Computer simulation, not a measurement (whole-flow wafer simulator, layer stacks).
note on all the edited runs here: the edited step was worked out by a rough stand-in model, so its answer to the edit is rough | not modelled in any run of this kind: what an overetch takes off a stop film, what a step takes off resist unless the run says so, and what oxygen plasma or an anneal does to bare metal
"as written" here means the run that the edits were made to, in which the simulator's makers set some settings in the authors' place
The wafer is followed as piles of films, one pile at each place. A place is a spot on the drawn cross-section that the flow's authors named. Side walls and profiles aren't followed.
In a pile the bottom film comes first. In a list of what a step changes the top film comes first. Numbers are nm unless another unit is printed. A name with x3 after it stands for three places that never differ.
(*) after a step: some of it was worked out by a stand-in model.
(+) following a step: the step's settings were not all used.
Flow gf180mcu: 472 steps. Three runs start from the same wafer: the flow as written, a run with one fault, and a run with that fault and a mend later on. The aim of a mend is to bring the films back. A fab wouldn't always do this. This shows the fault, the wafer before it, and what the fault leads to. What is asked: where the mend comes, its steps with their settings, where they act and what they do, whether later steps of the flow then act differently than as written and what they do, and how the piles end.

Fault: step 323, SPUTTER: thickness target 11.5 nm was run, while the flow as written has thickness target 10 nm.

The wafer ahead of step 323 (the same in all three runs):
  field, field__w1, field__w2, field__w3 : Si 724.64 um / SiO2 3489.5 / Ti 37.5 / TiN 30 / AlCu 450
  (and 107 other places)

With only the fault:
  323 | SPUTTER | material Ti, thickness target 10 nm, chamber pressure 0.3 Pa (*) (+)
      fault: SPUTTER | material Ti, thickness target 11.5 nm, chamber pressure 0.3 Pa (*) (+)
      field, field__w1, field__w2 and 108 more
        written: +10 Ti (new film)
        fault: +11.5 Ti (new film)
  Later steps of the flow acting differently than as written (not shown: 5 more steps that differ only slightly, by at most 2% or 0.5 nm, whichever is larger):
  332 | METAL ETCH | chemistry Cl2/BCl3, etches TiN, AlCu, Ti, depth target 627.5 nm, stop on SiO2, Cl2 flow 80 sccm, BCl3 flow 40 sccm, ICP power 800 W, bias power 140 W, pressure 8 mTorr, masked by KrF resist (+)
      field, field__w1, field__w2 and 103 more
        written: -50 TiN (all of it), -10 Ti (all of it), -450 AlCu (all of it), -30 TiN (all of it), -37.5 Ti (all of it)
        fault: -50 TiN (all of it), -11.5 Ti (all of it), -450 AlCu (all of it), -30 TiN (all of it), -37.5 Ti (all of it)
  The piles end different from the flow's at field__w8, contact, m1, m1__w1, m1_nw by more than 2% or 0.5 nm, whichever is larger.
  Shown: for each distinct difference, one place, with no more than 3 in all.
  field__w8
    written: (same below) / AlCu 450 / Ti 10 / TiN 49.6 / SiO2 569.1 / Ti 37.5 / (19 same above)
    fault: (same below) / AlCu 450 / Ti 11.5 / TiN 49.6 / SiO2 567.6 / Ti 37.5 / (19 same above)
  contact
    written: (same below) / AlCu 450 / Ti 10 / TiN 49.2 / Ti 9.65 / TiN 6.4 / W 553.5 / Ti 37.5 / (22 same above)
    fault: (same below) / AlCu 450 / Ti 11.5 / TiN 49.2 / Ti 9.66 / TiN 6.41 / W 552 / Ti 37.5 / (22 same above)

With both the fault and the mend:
  The mend stands after step 323.
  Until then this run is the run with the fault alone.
  323a | METAL ETCH | chemistry Cl2/BCl3, etches TiN, AlCu, Ti, depth target 1.5 nm, Cl2 flow 80 sccm, BCl3 flow 40 sccm, ICP power 800 W, bias power 140 W, pressure 8 mTorr (the flow's step 260, run once more with other settings)
      field, field__w1, field__w2 and 108 more
        -1.5 Ti
  None of the later steps of the flow acts differently than as written at any place that is followed.
  The piles end the same as the flow's at every place that both follow.
